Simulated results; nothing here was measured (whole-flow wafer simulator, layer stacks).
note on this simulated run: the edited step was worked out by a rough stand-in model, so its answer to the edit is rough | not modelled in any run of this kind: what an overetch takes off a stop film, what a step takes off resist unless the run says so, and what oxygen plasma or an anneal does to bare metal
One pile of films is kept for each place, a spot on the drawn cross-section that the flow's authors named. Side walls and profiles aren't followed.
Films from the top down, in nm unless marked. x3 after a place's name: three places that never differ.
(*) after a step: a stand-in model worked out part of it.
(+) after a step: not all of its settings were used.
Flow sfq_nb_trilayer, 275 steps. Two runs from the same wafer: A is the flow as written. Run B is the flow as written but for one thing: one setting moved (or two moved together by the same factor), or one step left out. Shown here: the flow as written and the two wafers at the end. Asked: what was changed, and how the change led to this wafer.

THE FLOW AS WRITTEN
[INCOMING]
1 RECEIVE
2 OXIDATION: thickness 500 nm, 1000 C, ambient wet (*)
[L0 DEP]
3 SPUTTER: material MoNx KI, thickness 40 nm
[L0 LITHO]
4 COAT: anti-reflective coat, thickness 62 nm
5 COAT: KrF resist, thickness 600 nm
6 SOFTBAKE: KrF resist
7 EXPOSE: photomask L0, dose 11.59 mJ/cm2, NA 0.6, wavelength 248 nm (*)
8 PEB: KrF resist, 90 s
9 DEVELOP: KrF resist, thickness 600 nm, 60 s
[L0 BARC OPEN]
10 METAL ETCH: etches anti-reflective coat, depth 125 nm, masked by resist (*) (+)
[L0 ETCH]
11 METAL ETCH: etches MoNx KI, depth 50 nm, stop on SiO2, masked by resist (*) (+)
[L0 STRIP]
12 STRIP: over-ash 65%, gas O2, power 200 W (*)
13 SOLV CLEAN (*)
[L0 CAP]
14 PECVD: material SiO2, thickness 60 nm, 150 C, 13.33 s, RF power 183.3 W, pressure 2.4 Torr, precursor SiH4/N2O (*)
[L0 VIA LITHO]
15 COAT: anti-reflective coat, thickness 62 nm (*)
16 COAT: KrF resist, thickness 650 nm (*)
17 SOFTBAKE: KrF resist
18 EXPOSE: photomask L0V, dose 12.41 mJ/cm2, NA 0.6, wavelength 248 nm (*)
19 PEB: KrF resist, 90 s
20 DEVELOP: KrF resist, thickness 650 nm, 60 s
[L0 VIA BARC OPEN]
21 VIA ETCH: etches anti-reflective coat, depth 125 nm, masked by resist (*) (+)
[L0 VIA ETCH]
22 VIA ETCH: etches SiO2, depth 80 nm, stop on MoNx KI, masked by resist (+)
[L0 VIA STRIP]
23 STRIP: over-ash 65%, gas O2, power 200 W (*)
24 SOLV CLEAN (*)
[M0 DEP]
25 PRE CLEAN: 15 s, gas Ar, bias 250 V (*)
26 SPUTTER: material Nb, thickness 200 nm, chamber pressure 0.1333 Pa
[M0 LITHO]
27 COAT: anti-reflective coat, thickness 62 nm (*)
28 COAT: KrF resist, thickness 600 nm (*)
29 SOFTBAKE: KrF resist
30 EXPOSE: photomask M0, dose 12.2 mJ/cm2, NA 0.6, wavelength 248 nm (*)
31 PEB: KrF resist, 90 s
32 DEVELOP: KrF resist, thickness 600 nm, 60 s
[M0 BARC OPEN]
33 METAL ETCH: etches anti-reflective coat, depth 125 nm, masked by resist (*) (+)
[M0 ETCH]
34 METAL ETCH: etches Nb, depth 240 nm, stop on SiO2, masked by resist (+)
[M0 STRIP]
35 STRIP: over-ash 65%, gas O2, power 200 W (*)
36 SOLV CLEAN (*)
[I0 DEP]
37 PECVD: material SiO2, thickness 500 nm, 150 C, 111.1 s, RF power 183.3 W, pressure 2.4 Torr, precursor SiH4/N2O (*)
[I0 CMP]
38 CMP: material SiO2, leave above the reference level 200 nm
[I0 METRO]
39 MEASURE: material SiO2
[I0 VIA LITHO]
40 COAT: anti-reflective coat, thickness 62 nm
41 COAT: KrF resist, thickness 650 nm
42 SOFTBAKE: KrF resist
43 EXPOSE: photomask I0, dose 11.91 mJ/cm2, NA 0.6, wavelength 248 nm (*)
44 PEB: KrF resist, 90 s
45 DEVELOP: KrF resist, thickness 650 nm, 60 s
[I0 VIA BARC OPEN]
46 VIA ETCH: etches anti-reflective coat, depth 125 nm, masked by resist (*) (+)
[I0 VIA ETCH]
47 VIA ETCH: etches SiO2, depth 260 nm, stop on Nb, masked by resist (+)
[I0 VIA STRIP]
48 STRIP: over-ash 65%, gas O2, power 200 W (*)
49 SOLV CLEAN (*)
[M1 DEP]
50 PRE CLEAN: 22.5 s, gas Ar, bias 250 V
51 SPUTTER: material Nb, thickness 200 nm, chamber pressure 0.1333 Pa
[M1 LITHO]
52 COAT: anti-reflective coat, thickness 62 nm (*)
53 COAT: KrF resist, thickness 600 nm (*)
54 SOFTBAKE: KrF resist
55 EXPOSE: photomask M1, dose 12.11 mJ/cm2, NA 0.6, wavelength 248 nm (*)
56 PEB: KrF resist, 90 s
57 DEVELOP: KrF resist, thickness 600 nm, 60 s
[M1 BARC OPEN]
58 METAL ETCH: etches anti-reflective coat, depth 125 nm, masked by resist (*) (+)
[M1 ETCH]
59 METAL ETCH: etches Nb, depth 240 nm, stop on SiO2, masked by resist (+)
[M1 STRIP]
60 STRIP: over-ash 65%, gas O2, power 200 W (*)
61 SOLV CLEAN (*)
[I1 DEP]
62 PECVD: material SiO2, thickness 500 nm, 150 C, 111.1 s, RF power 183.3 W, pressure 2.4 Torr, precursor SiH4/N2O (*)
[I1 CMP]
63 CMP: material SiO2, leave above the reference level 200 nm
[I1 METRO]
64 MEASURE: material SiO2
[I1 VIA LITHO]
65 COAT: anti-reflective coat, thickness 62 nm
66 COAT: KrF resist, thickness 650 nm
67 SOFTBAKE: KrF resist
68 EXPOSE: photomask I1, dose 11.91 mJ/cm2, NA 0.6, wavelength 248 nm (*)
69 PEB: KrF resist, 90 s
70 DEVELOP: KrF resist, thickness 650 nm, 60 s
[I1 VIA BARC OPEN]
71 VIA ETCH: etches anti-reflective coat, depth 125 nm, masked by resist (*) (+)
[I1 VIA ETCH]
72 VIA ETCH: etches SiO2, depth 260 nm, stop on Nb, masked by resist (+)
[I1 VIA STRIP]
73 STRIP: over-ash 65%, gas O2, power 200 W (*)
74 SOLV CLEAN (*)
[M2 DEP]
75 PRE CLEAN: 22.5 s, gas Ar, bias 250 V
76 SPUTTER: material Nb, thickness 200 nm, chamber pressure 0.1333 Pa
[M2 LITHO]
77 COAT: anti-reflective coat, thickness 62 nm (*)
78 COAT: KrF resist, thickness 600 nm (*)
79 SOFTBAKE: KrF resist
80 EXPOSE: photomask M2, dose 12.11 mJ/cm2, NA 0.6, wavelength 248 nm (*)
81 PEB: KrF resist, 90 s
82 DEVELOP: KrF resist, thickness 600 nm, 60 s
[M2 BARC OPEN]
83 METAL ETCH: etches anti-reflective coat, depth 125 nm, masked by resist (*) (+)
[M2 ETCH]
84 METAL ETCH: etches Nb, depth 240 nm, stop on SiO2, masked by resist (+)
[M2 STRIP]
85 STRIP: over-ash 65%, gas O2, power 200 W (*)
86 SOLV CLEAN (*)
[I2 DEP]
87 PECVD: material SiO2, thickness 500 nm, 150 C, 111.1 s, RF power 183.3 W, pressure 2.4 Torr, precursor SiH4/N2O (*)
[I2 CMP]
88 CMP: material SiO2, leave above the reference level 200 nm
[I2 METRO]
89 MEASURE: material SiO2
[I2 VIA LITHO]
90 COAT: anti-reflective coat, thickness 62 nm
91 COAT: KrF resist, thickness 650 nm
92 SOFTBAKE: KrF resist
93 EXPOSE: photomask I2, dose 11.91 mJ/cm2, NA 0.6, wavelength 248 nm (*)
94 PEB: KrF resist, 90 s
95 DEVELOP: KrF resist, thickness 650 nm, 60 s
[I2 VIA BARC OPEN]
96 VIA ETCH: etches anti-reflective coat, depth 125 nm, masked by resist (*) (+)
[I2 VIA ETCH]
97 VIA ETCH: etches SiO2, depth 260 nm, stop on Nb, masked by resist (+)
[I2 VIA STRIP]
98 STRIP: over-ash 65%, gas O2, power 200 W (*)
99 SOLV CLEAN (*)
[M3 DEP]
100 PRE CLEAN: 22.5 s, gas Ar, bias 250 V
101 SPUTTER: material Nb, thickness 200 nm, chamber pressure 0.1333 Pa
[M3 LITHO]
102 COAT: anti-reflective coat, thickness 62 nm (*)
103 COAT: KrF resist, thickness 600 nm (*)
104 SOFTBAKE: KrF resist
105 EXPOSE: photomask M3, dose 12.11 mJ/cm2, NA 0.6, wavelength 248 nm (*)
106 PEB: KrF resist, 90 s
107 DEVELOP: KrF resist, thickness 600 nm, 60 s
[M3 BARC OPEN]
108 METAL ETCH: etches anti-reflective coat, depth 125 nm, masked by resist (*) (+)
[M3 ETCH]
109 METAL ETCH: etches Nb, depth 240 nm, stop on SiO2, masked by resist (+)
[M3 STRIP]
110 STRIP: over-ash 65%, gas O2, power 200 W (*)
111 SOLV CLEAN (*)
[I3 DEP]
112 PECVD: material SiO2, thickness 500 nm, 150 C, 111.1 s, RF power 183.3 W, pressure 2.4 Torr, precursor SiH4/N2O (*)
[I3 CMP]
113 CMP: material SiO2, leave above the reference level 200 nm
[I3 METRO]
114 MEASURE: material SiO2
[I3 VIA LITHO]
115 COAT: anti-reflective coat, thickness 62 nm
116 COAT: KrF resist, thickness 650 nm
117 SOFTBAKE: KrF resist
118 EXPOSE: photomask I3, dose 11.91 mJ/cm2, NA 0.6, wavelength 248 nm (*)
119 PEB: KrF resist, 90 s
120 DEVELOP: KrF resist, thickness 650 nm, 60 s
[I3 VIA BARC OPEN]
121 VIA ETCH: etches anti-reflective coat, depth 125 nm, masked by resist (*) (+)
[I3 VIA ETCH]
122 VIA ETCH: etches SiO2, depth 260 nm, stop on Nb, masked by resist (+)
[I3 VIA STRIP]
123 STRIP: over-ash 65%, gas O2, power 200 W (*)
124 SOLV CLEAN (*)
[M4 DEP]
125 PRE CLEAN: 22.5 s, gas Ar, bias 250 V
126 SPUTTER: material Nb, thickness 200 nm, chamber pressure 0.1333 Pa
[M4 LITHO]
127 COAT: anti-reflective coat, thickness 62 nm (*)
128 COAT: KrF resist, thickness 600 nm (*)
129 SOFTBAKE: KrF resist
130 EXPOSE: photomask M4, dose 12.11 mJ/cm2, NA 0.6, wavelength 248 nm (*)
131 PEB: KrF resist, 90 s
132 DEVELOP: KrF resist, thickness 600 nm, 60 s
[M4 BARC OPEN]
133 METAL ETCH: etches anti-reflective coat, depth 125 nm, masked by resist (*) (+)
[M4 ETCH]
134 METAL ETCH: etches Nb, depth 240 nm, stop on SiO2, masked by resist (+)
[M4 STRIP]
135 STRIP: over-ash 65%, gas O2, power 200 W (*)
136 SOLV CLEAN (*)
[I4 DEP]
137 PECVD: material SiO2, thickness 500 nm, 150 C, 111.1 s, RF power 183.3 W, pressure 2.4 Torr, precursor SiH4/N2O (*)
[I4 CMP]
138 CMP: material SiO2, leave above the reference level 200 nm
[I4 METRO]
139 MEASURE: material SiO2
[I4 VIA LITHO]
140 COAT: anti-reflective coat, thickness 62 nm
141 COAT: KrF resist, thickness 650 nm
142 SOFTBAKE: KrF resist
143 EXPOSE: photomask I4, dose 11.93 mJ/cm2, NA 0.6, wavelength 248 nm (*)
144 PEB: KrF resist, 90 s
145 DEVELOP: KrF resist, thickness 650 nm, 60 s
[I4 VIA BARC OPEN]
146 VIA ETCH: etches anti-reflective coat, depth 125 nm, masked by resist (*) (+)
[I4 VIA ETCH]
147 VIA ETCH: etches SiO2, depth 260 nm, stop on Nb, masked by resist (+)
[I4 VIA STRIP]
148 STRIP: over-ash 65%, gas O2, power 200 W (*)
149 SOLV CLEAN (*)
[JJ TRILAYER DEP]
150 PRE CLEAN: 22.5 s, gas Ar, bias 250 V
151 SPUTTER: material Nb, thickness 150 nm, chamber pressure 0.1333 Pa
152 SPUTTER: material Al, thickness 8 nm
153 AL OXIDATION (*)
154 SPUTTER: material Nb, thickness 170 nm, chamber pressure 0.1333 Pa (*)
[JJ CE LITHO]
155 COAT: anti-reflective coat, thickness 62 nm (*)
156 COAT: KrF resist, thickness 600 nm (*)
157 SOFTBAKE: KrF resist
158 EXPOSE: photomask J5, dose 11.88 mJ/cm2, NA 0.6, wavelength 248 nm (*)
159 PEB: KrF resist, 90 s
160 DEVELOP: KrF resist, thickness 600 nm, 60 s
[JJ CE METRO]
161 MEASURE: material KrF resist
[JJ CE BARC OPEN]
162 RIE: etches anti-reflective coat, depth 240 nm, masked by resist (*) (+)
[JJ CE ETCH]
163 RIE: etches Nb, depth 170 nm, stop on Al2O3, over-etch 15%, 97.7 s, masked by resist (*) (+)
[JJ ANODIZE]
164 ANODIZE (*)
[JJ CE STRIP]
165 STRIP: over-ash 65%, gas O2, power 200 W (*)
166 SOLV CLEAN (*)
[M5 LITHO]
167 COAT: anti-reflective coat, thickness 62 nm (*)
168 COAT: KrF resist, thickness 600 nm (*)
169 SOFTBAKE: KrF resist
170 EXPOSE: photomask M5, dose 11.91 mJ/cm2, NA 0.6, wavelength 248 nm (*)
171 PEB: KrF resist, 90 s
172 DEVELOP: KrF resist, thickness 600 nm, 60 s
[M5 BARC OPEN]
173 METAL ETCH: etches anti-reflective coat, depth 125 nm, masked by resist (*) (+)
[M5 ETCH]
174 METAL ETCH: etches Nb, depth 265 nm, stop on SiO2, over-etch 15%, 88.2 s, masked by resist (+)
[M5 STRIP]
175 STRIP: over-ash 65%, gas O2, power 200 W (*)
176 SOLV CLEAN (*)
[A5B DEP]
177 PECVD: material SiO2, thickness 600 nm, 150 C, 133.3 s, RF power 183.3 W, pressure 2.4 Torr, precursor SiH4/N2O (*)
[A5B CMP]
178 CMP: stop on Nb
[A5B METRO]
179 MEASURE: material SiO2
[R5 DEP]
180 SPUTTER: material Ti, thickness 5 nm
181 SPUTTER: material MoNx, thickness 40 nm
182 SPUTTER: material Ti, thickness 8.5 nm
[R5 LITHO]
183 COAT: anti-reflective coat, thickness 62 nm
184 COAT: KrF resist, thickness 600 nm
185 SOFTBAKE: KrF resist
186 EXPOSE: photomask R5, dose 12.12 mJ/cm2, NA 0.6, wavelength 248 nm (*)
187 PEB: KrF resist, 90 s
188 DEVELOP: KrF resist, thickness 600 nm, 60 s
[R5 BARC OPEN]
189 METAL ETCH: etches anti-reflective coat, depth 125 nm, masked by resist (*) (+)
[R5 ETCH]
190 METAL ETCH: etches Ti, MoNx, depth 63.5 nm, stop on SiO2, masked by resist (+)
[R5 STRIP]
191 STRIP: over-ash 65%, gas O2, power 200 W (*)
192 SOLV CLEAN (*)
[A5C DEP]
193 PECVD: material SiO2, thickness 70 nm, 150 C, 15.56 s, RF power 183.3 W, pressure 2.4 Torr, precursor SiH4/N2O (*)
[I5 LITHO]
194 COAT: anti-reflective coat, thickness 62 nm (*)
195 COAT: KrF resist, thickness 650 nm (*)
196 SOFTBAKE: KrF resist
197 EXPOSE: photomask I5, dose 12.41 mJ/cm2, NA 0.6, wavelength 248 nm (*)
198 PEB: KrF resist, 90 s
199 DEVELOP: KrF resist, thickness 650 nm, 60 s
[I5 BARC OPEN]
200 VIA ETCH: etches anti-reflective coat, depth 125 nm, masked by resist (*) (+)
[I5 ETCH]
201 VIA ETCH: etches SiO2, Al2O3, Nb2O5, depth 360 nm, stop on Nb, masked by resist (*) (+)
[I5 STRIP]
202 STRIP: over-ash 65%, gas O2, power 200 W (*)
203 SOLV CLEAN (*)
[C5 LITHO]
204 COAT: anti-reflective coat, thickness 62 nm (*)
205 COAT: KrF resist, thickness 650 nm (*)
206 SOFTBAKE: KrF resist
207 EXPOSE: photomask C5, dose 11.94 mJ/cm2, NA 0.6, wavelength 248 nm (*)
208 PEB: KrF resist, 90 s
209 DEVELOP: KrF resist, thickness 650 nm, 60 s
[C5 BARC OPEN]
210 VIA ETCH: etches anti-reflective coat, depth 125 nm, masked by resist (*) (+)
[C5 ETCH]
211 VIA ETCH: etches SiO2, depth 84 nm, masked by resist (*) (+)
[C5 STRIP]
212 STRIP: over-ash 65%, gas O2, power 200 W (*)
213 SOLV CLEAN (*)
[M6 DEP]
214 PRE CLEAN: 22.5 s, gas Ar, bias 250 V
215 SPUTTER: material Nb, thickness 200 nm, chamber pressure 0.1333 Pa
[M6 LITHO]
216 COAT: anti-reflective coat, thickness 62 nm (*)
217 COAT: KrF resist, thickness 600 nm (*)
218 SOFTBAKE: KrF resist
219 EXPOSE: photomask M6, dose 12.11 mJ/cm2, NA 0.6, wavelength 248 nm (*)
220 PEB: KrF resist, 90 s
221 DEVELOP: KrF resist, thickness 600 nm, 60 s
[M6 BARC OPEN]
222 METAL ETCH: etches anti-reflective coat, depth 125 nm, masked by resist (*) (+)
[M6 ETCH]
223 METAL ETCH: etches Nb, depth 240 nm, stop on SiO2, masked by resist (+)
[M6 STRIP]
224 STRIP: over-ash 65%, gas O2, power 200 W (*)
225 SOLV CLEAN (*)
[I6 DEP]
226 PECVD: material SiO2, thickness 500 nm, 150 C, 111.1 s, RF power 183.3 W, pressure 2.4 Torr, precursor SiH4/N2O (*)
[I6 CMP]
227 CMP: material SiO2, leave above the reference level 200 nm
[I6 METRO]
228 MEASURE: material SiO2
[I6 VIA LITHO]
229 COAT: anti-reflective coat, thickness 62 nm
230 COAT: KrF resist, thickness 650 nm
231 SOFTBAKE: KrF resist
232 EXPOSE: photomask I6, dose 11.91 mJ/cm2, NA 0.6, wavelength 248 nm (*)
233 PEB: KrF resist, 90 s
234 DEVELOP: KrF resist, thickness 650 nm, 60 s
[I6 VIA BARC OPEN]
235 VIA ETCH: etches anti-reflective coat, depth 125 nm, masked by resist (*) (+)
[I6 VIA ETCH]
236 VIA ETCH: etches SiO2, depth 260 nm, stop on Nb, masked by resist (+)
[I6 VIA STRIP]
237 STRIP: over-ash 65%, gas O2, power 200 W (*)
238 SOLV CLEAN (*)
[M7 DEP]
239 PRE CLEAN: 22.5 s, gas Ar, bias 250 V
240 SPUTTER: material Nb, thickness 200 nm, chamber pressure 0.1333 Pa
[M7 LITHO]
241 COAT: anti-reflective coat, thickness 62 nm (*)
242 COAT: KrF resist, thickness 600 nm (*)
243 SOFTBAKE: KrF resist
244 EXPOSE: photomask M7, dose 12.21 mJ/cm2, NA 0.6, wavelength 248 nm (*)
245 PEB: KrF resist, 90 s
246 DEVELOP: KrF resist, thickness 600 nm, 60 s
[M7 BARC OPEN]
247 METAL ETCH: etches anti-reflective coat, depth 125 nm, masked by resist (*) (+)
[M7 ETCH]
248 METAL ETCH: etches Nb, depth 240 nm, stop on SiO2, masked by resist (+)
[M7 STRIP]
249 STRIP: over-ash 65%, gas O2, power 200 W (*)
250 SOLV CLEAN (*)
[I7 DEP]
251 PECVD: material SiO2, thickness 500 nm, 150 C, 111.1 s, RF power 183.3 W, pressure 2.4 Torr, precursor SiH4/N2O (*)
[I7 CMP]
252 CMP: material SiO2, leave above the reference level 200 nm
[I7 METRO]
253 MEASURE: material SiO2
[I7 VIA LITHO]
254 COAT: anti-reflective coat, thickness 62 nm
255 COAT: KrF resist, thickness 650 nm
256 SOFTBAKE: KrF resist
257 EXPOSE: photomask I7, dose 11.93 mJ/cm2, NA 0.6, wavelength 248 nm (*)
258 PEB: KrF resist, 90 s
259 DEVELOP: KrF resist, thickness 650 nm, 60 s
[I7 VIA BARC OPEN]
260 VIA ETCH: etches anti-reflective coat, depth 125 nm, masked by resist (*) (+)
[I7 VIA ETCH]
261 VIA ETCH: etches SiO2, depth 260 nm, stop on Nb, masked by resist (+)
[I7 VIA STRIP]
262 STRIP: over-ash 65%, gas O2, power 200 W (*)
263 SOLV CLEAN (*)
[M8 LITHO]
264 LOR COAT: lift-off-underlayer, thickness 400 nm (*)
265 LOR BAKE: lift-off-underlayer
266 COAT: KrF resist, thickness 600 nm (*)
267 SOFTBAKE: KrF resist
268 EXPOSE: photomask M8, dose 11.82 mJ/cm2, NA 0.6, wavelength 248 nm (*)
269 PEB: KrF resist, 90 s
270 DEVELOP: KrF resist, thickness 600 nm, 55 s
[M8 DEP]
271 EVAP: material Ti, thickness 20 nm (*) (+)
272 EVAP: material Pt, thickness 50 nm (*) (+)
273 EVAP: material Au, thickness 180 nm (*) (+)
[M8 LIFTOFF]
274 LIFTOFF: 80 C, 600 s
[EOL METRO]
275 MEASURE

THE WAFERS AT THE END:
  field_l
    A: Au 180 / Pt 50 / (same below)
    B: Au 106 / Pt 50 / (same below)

The cause: step 273, EVAP: thickness 106 nm was run, where the flow has thickness 180 nm.
It can be read off the wafer: field_l has Au 106, and step 273 as written asks for 180 nm.

How the change led to this, step by step:
  273 EVAP: material Au, thickness 180 nm (*) (+)
      field_l, v_sur, via_wl and 103 more: A Au +180 (new film) | B Au +106 (new film)
  274 LIFTOFF: 80 C, 600 s
      p4_fl x3, p4_w1 x9, p4_g1 x2 and 60 more: A Au -180 (all of it), Pt -50 (all of it), Ti -20 (all of it), KrF resist -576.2 (all of it), lift-off-underlayer -400 (all of it) | B Au -106 (all of it), Pt -50 (all of it), Ti -20 (all of it), KrF resist -576.2 (all of it), lift-off-underlayer -400 (all of it)
      c5j, ce_r: A Au -180 (all of it), Pt -50 (all of it), Ti -20 (all of it), KrF resist -573.3 (all of it), lift-off-underlayer -399.3 (all of it) | B Au -106 (all of it), Pt -50 (all of it), Ti -20 (all of it), KrF resist -573.3 (all of it), lift-off-underlayer -399.3 (all of it)
      (and at 19 more places)
